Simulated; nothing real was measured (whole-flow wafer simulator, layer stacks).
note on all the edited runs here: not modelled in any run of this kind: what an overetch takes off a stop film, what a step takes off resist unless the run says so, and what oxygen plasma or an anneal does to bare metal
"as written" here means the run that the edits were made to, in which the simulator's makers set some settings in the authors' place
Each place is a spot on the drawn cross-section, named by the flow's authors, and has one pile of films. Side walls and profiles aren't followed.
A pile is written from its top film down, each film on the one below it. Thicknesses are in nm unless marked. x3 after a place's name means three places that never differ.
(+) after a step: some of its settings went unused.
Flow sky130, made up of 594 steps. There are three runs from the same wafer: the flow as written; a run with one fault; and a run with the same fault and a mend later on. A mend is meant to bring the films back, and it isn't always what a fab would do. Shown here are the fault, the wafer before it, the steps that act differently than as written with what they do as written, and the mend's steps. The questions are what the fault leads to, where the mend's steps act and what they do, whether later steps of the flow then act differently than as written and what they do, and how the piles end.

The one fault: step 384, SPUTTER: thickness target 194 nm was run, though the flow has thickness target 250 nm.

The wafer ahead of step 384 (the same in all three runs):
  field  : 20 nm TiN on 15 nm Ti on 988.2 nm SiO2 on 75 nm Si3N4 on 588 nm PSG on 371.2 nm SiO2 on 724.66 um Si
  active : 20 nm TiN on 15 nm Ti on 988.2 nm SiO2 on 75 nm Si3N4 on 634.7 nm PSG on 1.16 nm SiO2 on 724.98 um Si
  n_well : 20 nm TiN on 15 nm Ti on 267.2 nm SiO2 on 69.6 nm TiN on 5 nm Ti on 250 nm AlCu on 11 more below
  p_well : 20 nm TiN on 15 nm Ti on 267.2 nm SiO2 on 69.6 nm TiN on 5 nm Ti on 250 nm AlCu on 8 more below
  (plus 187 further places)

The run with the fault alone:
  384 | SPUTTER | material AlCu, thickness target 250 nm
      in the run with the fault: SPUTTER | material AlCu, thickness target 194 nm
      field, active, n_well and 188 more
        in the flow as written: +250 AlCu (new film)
        in the run with the fault: +194 AlCu (new film)
  Steps later in the flow that act otherwise than as written (14 more steps, not shown, differ only slightly: by at most 2% or 0.5 nm, whichever is larger):
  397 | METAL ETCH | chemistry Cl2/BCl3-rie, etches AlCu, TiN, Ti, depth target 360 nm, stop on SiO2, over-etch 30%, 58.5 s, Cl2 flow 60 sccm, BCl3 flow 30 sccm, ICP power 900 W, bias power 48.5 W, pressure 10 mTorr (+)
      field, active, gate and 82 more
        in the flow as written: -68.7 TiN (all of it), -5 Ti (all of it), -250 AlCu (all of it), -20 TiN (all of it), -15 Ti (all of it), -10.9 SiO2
        in the run with the fault: -68.7 TiN (all of it), -5 Ti (all of it), -194 AlCu (all of it), -20 TiN (all of it), -15 Ti (all of it), -16.5 SiO2
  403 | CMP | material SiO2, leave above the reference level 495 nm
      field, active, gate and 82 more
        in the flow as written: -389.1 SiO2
        in the run with the fault: -439.5 SiO2
  At n_well, p_well, gate_hv and 111 more, the piles at the end differ from the flow's by more than 2% or 0.5 nm, whichever is larger.
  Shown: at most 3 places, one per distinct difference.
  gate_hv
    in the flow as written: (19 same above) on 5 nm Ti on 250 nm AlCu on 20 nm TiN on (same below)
    in the run with the fault: (19 same above) on 5 nm Ti on 194 nm AlCu on 20 nm TiN on (same below)
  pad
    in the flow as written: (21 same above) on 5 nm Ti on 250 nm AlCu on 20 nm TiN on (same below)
    in the run with the fault: (21 same above) on 5 nm Ti on 194 nm AlCu on 20 nm TiN on (same below)
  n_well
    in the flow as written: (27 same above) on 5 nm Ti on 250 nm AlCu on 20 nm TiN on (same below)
    in the run with the fault: (27 same above) on 5 nm Ti on 194 nm AlCu on 20 nm TiN on (same below)

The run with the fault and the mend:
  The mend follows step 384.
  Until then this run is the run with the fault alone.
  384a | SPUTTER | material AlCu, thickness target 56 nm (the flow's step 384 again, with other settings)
      field, active, n_well and 188 more
        +56 AlCu
  Later steps of the flow that are run all act as written at every place that is followed.
  By the end, the piles equal the flow's at every place that both follow.
